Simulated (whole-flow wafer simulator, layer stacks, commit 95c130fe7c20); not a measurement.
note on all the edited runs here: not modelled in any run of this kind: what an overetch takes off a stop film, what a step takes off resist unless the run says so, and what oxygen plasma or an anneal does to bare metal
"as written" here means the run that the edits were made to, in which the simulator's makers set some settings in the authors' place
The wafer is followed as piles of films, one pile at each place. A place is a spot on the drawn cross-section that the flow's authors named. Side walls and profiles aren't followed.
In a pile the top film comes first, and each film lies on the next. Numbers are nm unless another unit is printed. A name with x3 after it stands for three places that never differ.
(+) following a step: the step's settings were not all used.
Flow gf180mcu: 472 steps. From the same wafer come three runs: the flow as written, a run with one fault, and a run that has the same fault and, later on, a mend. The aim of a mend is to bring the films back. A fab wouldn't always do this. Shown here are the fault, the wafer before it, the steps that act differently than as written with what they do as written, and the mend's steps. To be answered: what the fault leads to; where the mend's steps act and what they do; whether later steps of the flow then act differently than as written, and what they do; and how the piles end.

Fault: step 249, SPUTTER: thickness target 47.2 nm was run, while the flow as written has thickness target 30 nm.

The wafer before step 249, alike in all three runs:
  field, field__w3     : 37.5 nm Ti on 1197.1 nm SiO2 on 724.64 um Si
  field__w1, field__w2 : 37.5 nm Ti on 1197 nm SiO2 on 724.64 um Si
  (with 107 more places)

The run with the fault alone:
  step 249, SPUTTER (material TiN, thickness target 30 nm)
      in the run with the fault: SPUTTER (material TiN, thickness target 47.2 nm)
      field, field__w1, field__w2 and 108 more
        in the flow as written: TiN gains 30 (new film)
        in the run with the fault: TiN gains 47.2 (new film)
  Steps further on in the flow that do not act as written:
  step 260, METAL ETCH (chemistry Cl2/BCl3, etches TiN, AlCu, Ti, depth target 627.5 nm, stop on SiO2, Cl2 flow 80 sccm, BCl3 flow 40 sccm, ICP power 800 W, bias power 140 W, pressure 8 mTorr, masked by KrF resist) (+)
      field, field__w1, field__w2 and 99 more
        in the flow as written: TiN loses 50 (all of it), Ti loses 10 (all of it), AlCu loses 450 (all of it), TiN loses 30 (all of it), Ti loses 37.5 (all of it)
        in the run with the fault: TiN loses 50 (all of it), Ti loses 10 (all of it), AlCu loses 450 (all of it), TiN loses 47.2 (all of it), Ti loses 37.5 (all of it)
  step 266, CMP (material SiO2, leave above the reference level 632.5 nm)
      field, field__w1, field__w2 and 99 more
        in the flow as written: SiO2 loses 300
        in the run with the fault: SiO2 loses 282.8
  By the end, the piles at field__w8, contact, m1 and 6 more depart from the flow's by more than 2% or 0.5 nm, whichever is larger.
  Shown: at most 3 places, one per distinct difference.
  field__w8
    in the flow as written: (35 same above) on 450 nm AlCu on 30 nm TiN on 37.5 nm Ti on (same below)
    in the run with the fault: (35 same above) on 450 nm AlCu on 47.2 nm TiN on 37.5 nm Ti on (same below)
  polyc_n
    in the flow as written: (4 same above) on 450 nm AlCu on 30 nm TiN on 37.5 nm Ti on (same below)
    in the run with the fault: (4 same above) on 450 nm AlCu on 47.2 nm TiN on 37.5 nm Ti on (same below)
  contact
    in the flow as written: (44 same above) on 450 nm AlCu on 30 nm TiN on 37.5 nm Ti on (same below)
    in the run with the fault: (44 same above) on 450 nm AlCu on 47.2 nm TiN on 37.5 nm Ti on (same below)

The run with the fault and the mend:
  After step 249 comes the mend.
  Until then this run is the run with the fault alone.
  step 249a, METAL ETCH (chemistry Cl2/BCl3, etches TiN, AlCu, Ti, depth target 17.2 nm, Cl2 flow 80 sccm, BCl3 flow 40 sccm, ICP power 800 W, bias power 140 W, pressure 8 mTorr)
      field, field__w1, field__w2 and 108 more
        TiN loses 17.2
  None of the later steps of the flow acts differently than as written at any place that is followed.
  At every place that both follow, the piles at the end match the flow's.
